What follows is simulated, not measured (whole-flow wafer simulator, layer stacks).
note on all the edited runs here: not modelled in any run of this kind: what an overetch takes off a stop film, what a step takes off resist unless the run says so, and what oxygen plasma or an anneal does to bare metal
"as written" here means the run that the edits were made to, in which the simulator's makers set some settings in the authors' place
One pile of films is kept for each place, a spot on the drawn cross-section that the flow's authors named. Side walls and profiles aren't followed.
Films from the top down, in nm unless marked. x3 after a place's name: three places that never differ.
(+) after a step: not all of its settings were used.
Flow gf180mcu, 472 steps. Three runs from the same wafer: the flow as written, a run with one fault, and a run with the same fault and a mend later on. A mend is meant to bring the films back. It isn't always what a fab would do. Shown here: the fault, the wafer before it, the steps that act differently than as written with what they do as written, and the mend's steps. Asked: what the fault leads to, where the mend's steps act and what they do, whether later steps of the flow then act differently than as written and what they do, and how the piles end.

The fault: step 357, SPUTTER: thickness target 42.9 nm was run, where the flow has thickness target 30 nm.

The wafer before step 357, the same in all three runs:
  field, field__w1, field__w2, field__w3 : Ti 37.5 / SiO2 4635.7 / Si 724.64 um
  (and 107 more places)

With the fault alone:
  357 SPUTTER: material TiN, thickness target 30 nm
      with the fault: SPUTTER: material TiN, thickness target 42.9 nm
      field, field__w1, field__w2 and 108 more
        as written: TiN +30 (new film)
        with the fault: TiN +42.9 (new film)
  Later steps of the flow that act differently than as written:
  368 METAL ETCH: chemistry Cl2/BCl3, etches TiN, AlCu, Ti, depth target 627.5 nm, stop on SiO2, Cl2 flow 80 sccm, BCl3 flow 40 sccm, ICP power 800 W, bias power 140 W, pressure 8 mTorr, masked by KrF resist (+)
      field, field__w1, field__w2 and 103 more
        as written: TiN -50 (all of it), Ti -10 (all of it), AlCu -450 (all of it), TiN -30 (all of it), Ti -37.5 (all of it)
        with the fault: TiN -50 (all of it), Ti -10 (all of it), AlCu -450 (all of it), TiN -42.9 (all of it), Ti -37.5 (all of it)
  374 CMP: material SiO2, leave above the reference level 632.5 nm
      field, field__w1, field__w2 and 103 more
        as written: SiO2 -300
        with the fault: SiO2 -287.1
  At the end the piles differ from the flow's by more than 2% or 0.5 nm, whichever is larger, at field__w8, contact, m1, m1__w1, m1_nw.
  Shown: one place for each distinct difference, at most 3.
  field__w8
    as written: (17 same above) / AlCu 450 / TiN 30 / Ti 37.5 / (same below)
    with the fault: (17 same above) / AlCu 450 / TiN 42.9 / Ti 37.5 / (same below)
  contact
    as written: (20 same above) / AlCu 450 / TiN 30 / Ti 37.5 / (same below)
    with the fault: (20 same above) / AlCu 450 / TiN 42.9 / Ti 37.5 / (same below)

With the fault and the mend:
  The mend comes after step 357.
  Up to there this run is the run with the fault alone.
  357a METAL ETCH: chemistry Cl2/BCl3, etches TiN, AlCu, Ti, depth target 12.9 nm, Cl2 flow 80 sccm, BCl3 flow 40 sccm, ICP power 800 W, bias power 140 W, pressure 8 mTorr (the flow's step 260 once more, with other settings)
      field, field__w1, field__w2 and 108 more
        TiN -12.9
  No later step of the flow acts differently than as written at any place that is followed.
  At the end the piles are the same as the flow's at every place that both follow.
